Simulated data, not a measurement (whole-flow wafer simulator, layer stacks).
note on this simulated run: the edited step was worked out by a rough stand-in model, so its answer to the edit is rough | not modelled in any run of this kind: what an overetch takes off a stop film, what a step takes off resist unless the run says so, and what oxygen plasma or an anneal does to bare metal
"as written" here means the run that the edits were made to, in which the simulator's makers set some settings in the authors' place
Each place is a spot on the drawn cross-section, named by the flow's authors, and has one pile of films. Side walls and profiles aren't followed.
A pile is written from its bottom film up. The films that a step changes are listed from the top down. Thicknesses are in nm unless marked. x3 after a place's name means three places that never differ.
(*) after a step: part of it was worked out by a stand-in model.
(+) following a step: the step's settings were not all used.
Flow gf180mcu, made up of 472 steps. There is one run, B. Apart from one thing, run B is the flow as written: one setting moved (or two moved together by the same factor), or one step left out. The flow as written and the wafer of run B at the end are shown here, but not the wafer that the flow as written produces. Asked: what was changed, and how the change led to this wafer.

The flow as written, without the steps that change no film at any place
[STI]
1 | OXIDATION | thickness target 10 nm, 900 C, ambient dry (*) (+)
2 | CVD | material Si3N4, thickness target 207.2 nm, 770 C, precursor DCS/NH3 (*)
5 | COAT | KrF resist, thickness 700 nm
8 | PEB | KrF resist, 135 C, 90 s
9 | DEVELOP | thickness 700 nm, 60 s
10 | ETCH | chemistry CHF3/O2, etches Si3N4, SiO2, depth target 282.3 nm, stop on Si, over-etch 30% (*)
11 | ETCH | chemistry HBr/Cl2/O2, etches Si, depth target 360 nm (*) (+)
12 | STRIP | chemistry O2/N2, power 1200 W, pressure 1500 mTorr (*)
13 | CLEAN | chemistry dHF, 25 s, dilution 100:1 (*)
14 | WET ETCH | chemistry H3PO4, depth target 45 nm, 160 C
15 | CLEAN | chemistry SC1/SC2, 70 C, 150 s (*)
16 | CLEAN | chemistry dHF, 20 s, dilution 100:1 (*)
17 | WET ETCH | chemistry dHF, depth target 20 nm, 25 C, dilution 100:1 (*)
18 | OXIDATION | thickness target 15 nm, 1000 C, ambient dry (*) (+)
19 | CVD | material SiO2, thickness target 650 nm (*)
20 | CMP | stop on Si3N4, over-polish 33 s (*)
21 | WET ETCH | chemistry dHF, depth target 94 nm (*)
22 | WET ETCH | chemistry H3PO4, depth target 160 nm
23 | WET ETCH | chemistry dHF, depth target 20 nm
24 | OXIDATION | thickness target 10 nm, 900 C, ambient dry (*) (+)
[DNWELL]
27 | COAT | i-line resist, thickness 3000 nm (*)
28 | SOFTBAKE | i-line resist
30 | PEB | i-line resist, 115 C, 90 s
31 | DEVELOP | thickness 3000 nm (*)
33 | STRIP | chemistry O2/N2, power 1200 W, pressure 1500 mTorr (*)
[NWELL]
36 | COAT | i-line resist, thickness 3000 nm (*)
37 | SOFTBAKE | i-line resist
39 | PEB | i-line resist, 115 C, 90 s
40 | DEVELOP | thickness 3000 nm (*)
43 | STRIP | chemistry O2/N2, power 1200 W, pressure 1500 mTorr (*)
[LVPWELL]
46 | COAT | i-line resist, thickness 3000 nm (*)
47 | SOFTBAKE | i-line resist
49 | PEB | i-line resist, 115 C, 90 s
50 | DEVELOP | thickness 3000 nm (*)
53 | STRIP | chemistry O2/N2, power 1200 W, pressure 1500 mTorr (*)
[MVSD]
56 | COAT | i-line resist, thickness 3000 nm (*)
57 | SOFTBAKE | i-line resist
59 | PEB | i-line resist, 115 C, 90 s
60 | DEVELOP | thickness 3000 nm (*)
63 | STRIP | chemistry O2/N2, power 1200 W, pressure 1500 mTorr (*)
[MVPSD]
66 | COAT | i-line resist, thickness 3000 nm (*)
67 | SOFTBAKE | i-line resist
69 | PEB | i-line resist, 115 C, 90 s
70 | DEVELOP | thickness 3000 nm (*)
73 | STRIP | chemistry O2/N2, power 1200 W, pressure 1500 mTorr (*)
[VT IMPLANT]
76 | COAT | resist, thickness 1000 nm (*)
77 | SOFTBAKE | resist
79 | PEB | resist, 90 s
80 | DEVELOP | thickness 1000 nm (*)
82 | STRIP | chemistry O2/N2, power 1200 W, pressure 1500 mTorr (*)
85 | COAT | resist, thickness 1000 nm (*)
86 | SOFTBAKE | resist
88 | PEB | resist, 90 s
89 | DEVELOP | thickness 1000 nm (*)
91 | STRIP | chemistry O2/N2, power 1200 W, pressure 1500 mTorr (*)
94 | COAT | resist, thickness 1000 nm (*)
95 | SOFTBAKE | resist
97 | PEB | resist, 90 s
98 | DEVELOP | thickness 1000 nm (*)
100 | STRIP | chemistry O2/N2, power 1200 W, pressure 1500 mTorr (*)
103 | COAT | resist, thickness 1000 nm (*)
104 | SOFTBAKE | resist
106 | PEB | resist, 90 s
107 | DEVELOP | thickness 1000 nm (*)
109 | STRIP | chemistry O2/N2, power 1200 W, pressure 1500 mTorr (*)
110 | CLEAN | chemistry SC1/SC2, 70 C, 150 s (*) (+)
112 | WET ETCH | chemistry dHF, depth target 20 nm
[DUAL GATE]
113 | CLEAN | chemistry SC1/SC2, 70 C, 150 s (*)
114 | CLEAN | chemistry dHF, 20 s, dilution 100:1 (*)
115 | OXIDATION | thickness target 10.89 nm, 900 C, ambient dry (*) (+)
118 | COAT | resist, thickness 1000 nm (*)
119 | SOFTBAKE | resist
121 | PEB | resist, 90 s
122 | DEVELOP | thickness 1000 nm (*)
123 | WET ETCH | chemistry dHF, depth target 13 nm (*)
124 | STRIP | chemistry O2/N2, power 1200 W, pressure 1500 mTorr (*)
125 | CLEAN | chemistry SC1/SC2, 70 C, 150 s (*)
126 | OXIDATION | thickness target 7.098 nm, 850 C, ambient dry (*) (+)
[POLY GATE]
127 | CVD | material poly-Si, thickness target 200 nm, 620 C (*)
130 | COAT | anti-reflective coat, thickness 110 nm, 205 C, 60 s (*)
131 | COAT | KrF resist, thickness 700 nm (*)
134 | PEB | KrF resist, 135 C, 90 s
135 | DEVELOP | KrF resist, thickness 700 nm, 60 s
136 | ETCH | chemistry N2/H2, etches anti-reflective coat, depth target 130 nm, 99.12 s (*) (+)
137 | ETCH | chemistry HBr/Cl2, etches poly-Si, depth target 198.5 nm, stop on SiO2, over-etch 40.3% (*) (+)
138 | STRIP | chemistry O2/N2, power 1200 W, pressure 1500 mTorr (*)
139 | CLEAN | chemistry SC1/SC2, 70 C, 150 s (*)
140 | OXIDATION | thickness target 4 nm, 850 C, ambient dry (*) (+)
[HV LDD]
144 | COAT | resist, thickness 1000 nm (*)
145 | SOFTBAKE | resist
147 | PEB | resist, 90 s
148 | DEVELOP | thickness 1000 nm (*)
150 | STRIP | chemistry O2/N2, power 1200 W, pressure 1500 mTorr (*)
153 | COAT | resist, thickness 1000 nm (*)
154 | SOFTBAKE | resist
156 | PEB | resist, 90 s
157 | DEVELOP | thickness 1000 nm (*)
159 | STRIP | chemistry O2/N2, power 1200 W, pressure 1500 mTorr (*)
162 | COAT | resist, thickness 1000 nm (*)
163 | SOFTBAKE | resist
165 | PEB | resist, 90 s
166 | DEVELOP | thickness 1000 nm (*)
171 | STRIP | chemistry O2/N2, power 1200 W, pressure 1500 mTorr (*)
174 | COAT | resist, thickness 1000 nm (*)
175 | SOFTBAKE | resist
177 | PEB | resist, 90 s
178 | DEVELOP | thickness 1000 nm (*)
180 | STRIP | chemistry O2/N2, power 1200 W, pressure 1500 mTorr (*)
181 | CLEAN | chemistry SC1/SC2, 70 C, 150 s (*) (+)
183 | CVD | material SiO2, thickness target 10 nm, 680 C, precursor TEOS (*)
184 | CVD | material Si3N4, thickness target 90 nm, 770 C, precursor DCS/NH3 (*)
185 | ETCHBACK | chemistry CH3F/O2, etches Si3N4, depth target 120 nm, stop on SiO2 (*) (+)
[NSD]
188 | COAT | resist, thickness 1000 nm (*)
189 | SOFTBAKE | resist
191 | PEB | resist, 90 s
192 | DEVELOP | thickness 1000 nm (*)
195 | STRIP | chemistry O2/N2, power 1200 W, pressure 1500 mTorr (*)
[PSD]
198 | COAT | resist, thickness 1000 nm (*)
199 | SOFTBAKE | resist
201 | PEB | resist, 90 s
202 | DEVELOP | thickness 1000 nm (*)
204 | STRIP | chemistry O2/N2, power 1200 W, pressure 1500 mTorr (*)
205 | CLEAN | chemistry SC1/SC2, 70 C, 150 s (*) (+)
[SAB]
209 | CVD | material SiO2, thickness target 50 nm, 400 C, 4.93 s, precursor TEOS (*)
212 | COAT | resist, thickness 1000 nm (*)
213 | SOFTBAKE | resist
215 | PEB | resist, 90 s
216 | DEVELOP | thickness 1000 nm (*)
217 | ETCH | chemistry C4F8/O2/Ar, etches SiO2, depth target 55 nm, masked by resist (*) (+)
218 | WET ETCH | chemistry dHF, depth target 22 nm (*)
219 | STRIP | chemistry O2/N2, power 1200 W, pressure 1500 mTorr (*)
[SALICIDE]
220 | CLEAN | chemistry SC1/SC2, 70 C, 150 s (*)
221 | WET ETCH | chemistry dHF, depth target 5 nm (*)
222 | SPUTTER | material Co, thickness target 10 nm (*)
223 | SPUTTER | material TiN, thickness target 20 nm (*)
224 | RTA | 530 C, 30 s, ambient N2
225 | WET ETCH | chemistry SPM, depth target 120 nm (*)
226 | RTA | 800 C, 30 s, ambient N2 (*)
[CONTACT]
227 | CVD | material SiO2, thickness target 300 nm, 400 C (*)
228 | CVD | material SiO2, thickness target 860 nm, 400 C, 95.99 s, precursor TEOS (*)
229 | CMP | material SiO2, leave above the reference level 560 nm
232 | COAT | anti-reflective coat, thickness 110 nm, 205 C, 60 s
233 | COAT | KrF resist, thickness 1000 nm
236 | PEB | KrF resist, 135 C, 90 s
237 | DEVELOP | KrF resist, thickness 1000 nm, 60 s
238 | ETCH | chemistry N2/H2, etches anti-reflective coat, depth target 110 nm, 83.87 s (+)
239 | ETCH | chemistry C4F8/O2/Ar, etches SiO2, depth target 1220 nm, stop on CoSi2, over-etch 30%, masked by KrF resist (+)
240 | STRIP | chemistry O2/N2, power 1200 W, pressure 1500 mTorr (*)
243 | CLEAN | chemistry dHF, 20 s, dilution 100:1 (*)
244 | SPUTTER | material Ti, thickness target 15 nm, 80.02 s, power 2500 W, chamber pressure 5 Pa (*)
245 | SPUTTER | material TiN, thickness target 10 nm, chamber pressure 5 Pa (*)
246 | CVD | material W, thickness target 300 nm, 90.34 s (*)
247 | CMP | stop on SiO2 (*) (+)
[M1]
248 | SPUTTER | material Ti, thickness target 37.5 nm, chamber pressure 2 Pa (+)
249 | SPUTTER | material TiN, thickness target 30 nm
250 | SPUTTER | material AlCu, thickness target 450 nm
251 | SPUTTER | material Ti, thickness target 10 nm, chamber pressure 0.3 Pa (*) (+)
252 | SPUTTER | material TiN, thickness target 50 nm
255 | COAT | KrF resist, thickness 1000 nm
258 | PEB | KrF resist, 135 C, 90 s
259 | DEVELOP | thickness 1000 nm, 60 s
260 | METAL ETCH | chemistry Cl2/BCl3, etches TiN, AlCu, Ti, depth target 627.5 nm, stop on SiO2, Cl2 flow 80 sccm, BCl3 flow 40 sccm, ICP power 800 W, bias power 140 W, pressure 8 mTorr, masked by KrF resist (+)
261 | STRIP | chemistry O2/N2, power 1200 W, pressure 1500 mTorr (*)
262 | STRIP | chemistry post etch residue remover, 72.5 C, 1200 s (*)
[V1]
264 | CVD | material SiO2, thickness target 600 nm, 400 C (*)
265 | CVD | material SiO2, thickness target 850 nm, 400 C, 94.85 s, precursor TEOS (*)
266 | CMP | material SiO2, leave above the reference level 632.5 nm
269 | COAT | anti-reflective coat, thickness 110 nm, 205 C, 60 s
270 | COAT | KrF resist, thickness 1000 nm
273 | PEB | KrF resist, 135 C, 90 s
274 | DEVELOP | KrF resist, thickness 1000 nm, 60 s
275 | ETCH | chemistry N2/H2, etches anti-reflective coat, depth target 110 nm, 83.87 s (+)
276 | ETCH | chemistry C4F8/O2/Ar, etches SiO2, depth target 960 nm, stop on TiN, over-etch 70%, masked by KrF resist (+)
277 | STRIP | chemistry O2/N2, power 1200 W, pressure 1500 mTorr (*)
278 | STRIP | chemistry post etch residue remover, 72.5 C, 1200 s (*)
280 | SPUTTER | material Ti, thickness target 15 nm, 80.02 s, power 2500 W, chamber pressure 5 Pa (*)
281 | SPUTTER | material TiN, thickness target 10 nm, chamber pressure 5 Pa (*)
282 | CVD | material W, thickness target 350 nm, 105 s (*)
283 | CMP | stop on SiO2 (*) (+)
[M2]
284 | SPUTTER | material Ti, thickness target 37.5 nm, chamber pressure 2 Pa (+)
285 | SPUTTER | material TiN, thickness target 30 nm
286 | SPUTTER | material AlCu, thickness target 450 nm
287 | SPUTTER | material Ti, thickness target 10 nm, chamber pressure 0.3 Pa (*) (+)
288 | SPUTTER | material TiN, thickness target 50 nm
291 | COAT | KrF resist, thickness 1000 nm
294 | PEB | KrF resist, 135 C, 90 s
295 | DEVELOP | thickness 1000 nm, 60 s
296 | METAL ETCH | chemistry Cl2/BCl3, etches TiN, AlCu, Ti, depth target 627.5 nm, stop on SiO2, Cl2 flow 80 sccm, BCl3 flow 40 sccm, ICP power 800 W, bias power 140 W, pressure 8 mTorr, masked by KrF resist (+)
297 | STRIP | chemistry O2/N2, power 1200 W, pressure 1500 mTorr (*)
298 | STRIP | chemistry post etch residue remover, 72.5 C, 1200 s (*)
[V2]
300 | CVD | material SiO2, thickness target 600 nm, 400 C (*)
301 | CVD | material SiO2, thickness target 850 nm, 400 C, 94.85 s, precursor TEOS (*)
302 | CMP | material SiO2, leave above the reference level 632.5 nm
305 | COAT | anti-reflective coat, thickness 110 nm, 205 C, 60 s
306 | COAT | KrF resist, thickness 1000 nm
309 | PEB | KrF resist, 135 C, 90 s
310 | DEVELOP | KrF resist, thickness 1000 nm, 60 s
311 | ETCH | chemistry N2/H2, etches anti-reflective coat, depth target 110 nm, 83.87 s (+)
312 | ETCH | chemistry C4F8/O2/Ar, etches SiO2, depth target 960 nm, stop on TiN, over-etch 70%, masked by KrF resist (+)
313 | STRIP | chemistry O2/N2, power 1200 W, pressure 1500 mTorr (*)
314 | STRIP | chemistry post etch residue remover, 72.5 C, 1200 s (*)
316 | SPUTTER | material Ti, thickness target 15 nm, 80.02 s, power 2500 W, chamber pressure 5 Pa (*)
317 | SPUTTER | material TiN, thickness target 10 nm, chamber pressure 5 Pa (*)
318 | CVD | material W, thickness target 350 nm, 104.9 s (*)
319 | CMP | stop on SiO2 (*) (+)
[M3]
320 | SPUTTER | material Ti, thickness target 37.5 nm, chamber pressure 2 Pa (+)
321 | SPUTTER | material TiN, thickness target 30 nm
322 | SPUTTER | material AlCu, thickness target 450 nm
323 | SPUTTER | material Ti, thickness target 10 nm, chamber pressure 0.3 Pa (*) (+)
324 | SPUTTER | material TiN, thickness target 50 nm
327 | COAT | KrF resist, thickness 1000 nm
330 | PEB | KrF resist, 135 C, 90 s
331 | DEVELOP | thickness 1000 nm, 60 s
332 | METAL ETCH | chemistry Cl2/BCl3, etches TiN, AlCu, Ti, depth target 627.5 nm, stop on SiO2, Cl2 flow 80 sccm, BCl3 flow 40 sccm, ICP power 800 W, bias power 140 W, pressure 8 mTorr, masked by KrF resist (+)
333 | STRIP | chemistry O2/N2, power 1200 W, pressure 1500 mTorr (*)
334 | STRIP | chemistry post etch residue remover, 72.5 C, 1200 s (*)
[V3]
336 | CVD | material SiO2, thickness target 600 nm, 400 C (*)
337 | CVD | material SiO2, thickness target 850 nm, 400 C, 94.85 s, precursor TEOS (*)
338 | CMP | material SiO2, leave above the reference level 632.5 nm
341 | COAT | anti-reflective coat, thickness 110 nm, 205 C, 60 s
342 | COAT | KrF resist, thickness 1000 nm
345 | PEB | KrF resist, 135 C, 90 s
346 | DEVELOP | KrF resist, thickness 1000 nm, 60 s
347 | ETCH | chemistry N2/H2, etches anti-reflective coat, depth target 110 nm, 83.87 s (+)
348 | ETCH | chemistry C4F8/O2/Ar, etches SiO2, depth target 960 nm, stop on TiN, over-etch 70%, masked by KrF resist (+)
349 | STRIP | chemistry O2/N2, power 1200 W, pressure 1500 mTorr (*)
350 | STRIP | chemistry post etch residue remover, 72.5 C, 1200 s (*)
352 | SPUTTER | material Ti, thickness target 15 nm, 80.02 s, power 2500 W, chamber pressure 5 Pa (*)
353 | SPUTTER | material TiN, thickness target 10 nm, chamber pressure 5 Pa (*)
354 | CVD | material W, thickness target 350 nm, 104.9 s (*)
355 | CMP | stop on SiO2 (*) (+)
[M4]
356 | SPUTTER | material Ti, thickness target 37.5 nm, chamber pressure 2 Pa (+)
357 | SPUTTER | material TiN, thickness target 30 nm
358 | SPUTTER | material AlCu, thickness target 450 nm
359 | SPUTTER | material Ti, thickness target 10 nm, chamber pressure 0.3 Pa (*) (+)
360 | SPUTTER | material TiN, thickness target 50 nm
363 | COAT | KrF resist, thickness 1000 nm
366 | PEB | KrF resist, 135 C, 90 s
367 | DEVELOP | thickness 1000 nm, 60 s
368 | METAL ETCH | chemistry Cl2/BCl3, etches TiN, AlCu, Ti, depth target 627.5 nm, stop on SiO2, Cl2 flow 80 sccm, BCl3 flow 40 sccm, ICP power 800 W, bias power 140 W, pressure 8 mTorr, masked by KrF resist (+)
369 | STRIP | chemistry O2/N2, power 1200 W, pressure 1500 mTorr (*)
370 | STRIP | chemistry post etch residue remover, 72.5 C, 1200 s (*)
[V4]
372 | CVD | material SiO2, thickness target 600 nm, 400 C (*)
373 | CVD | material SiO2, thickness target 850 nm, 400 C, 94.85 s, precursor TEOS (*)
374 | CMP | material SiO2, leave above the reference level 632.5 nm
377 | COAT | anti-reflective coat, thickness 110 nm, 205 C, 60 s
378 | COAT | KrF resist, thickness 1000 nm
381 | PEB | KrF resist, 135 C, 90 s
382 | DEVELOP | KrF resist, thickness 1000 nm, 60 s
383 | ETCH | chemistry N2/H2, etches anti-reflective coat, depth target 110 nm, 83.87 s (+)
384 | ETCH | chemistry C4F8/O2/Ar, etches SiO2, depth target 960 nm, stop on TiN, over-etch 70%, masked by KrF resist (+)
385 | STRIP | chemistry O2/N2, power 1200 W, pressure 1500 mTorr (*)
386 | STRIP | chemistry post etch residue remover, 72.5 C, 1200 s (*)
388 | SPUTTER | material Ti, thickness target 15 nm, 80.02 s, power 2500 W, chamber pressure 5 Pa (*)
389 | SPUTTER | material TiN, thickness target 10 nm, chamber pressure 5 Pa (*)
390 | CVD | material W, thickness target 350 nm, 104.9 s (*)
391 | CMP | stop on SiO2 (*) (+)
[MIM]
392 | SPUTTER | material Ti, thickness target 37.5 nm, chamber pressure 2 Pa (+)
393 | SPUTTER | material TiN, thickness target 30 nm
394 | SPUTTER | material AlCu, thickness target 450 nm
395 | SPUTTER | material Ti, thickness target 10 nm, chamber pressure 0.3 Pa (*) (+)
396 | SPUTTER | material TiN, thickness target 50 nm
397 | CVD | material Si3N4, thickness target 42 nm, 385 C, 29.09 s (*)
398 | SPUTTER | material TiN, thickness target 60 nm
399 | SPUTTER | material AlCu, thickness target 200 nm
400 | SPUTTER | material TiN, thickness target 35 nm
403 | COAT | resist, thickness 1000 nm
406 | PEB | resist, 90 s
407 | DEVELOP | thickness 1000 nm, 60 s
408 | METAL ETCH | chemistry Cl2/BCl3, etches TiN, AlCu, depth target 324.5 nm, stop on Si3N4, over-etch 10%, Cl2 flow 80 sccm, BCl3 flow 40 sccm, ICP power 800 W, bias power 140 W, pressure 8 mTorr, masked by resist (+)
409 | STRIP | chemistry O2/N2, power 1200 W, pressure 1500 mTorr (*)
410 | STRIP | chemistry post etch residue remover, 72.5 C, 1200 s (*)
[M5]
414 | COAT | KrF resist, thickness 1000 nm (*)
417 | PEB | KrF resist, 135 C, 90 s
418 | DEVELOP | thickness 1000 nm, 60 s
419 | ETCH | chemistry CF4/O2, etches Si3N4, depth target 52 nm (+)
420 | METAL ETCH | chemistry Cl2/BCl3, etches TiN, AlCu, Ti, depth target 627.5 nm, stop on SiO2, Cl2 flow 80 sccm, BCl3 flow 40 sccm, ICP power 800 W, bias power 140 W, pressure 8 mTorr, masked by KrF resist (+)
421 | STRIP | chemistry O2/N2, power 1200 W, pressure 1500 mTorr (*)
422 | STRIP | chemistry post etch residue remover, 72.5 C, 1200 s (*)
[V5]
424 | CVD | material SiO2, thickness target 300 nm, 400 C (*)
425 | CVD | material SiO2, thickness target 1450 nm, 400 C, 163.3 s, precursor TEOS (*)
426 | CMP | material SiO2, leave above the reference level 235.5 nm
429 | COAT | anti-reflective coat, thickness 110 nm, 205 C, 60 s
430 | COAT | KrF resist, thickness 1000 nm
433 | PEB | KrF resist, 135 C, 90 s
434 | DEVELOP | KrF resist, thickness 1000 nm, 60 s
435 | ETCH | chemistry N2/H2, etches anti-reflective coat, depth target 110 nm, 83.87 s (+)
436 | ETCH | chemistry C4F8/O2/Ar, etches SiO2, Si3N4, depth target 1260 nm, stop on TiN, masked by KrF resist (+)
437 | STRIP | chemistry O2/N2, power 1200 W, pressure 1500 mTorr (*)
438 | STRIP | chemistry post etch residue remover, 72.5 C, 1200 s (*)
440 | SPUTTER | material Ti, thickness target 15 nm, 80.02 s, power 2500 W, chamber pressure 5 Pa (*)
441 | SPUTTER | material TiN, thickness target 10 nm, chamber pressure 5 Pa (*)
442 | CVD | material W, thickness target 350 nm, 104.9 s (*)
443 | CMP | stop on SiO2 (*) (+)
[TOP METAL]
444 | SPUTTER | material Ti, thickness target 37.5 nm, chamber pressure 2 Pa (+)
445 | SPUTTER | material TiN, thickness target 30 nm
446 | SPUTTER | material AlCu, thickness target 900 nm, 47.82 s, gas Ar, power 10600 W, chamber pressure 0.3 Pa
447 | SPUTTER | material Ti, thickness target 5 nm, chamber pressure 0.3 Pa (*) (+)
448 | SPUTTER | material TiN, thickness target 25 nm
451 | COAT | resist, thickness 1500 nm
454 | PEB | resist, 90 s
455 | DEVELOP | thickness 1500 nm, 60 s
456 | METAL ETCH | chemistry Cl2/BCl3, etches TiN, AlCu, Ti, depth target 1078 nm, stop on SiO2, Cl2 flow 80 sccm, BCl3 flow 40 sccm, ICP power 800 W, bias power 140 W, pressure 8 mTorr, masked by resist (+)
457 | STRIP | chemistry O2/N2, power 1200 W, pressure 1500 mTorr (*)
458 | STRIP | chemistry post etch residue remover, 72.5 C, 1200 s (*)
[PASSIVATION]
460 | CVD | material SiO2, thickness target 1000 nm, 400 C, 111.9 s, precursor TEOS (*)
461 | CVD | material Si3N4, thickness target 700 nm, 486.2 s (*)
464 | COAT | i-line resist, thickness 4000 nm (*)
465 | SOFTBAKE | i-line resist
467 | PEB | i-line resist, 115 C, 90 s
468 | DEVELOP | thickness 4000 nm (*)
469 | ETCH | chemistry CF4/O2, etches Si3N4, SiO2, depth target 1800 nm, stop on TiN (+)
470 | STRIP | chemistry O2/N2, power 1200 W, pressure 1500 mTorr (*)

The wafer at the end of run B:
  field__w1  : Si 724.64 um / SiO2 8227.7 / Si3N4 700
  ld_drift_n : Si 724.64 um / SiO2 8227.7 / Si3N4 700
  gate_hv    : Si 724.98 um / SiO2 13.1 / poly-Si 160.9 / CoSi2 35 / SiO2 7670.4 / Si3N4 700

What caused this: step 115, OXIDATION: thickness target 9.58 nm was run, though the flow has thickness target 10.89 nm.

The path from the change to this, step by step:
  115 | OXIDATION | thickness target 10.89 nm, 900 C, ambient dry (*) (+)
      active, n_well, p_well and 40 more: SiO2 gains 9.58 (new film), Si loses 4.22 (as written it would have been: SiO2 gains 10.9 (new film), Si loses 4.79)
  123 | WET ETCH | chemistry dHF, depth target 13 nm (*)
      active, n_well, p_well and 12 more: SiO2 loses 9.58 (all of it) (as written it would have been: SiO2 loses 10.9 (all of it))
  189 | SOFTBAKE | resist
      nw_enc_fld_lv__w3: resist loses 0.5 (as written it would have been: resist gains 0.35)
  199 | SOFTBAKE | resist
      nw_enc_fld_lv__w3: resist loses 0.5 (as written it would have been: resist gains 0.35)
  218 | WET ETCH | chemistry dHF, depth target 22 nm (*)
      ldn_tap, ldn_src, ldn_drn, ldp_tap, ldp_src, ldp_drn, ldp_gr: SiO2 loses 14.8 (all of it) (as written it would have been: SiO2 loses 16 (all of it))
      ld_drn_n, ld_sd_p: SiO2 loses 13.7 (all of it) (as written it would have been: SiO2 loses 14.8 (all of it))
      (as well as at 5 more places)
  223 | SPUTTER | material TiN, thickness target 20 nm (*)
      field__w12: TiN gains 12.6 (new film) (as written it would have been: TiN gains 12 (new film))
  225 | WET ETCH | chemistry SPM, depth target 120 nm (*)
      field__w12: TiN loses 12.6 (all of it), Co loses 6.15 (all of it) (as written it would have been: TiN loses 12 (all of it), Co loses 6.15 (all of it))
